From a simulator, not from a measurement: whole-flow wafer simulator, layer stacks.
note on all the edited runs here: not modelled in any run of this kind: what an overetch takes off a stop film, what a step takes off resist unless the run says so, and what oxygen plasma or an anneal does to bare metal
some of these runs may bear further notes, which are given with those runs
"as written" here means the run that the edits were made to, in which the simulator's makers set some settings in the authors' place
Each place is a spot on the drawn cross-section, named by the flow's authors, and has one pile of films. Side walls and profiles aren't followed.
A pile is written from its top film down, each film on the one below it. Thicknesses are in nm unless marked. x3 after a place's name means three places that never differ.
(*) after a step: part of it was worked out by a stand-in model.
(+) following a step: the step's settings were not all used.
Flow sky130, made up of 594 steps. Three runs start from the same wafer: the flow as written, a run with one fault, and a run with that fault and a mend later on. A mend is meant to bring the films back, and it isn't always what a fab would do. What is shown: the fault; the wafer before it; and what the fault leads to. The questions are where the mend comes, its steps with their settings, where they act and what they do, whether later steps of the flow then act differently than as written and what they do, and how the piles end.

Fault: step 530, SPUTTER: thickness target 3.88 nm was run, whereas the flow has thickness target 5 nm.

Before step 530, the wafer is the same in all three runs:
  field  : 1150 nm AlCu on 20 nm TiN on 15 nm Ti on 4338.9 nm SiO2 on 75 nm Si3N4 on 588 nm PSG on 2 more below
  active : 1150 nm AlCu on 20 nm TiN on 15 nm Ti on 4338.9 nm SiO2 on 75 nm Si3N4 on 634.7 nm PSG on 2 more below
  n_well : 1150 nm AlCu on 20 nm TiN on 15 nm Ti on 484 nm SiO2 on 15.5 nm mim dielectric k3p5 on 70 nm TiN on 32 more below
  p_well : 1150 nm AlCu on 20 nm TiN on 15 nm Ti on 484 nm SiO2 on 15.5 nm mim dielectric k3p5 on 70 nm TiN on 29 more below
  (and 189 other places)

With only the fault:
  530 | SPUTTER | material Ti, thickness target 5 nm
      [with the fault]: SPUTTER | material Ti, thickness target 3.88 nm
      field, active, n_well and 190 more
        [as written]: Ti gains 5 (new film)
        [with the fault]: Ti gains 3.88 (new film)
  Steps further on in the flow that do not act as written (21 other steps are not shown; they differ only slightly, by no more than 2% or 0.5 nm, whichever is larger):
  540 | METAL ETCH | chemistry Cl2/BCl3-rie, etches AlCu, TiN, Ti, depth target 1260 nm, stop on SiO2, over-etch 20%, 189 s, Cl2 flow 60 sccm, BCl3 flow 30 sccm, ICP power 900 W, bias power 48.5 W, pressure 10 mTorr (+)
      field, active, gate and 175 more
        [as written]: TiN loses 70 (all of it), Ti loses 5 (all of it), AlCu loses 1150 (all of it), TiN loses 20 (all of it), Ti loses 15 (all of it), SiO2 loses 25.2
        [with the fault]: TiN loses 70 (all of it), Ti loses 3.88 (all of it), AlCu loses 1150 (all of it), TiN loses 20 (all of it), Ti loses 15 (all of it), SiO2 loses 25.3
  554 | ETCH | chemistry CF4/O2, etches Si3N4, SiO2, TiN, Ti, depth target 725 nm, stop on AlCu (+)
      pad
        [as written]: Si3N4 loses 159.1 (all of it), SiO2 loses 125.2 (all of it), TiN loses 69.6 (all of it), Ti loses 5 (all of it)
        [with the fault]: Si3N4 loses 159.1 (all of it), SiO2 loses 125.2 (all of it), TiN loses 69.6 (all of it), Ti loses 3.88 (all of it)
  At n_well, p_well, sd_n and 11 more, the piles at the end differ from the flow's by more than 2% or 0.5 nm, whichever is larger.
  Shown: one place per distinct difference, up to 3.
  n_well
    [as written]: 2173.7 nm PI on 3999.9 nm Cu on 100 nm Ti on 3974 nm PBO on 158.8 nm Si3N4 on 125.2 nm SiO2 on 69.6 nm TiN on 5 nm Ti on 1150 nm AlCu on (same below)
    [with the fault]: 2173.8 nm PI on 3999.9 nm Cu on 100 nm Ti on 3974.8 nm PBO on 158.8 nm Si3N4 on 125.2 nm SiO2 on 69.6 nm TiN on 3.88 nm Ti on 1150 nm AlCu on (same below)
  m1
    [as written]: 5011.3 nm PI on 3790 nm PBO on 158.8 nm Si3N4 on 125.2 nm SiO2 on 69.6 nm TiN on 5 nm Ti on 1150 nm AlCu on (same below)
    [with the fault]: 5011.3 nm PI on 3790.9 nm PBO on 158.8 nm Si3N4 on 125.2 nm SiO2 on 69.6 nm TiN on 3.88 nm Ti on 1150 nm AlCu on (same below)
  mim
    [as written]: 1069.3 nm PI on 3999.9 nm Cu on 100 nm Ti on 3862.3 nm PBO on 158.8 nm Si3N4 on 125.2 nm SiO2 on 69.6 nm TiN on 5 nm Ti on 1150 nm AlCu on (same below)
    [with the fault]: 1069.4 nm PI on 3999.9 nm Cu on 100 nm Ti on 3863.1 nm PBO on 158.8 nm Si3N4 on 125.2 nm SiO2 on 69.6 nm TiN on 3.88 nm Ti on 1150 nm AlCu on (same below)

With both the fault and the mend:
  The mend stands after step 530.
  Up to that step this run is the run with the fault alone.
  530a | SPUTTER | material Ti, thickness target 1.12 nm (*) (the flow's step 530 again, with other settings)
      field, active, n_well and 190 more
        Ti gains 1.12
  None of the later steps of the flow acts differently than as written at any place that is followed.
  By the end, the piles equal the flow's at every place that both follow.
